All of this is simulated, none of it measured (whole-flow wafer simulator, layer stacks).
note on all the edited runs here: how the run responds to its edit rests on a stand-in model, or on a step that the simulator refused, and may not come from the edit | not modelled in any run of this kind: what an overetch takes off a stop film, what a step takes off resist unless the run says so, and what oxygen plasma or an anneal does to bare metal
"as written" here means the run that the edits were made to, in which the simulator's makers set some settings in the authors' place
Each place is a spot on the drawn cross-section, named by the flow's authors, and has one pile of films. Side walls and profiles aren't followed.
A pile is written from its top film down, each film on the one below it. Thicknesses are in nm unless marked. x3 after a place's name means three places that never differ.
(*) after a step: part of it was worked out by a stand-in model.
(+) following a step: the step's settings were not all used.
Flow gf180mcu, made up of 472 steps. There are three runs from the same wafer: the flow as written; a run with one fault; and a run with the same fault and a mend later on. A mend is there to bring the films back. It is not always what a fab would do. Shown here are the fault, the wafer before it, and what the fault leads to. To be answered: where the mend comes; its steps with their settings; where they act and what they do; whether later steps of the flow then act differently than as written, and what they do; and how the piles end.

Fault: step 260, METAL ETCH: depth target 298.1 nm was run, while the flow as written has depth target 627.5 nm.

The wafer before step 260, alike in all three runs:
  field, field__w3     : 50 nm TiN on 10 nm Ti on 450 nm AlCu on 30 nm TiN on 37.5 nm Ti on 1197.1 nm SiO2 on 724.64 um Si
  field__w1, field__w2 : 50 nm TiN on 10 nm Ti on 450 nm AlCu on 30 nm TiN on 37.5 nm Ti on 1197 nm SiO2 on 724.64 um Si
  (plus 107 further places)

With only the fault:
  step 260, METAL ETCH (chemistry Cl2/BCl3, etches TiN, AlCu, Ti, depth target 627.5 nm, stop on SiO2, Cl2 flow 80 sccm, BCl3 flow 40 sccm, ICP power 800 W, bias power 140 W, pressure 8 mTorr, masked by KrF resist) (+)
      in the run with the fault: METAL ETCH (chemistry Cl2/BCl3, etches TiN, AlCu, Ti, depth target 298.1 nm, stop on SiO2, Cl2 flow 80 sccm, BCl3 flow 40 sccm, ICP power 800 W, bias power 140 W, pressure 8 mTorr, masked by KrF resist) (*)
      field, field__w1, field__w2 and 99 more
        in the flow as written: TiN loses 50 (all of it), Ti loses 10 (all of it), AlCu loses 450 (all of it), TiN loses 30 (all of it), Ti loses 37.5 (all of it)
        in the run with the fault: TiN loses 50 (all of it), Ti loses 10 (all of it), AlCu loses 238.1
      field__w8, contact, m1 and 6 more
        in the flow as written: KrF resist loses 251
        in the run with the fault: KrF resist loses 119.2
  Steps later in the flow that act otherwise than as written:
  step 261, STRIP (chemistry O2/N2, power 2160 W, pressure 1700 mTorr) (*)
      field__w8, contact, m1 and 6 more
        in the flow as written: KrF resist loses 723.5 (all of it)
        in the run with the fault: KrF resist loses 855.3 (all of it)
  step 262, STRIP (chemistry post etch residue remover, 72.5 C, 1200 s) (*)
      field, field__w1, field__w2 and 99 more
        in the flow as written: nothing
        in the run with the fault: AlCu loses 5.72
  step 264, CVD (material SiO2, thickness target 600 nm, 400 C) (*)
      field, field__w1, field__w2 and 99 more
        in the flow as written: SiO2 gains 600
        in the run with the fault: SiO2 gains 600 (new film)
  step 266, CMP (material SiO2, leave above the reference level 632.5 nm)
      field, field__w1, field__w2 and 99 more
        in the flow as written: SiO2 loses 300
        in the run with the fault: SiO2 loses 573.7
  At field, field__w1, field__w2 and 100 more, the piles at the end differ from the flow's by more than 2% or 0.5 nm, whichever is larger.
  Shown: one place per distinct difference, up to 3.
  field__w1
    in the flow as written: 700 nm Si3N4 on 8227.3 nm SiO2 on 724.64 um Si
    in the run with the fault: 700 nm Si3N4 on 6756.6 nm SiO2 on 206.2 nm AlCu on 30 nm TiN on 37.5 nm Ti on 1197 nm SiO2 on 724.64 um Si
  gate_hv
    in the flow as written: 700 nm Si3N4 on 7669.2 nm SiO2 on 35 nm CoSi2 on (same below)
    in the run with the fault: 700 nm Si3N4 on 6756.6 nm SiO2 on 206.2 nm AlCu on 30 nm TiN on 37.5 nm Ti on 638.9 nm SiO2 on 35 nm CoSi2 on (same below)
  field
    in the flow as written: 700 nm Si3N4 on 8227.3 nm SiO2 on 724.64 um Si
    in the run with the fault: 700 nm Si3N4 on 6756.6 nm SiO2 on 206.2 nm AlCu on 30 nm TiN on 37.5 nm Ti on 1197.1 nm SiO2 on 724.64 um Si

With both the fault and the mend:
  The mend stands after step 262.
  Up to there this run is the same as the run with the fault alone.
  step 262a, DEHYDRATE (200 C, 60 s) (a further turn of the flow's step 253)
      alters no film at any place that is followed
  step 262b, HMDS (120 C, 60 s) (a further turn of the flow's step 254)
      alters no film at any place that is followed
  step 262c, COAT (KrF resist, thickness 1000 nm) (*) (a further turn of the flow's step 255)
      iso_ptap_pw, iso_ntap_nw, iso_nw_fld and 33 more
        KrF resist gains 1000 (new film)
      field_sub__w2, field_sub__w4, ld_sd_n and 13 more
        KrF resist gains 1001.9 (new film)
      field__w5, field__w6, field__w9 and 9 more
        KrF resist gains 1002 (new film)
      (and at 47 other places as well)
  step 262d, SOFTBAKE (KrF resist) (a further turn of the flow's step 256)
      alters no film at any place that is followed
  step 262e, EXPOSE (photomask Metal1) (a further turn of the flow's step 257)
      alters no film at any place that is followed
  step 262f, PEB (KrF resist, 135 C, 90 s) (a further turn of the flow's step 258)
      field__w1, field__w2, field__w3 and 57 more
        KrF resist loses 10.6
      iso_ptap_pw, iso_ntap_nw, iso_nw_fld and 33 more
        KrF resist loses 10.5
      sd_p, gate_p, nw_sep_fld
        KrF resist loses 10.7
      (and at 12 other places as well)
  step 262g, DEVELOP (thickness 1000 nm, 60 s) (a further turn of the flow's step 259)
      iso_ptap_pw, iso_ntap_nw, iso_nw_fld and 33 more
        KrF resist loses 989.5 (all of it)
      field__w5, field__w6, field__w9 and 12 more
        KrF resist loses 991.4 (all of it)
      field__w10, field_sub, field_sub__w1 and 9 more
        KrF resist loses 991.5 (all of it)
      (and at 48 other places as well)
  step 262h, METAL ETCH (chemistry Cl2/BCl3, etches TiN, AlCu, Ti, depth target 329.4 nm, stop on SiO2, Cl2 flow 80 sccm, BCl3 flow 40 sccm, ICP power 800 W, bias power 140 W, pressure 8 mTorr, masked by KrF resist) (+) (a further turn of the flow's step 260, with different settings)
      field, field__w1, field__w2 and 99 more
        AlCu loses 206.2 (all of it), TiN loses 30 (all of it), Ti loses 37.5 (all of it)
      field__w8, contact, m1 and 6 more
        KrF resist loses 131.8
  step 262i, STRIP (chemistry O2/N2, power 2160 W, pressure 1700 mTorr) (*) (a further turn of the flow's step 261)
      field__w8
        KrF resist loses 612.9 (all of it)
      contact
        KrF resist loses 611.2 (all of it)
      m1
        KrF resist loses 612.8 (all of it)
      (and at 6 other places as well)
  step 262j, STRIP (chemistry post etch residue remover, 72.5 C, 1200 s) (*) (a further turn of the flow's step 262)
      field__w8, contact, m1 and 6 more
        TiN loses 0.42
  None of the later steps of the flow differs from how it acts as written, at any place that is followed, by more than 2% or 0.5 nm, whichever is larger.
  The piles end only slightly different from the flow's at the places that both follow, by no more than 2% or 0.5 nm, whichever is larger.
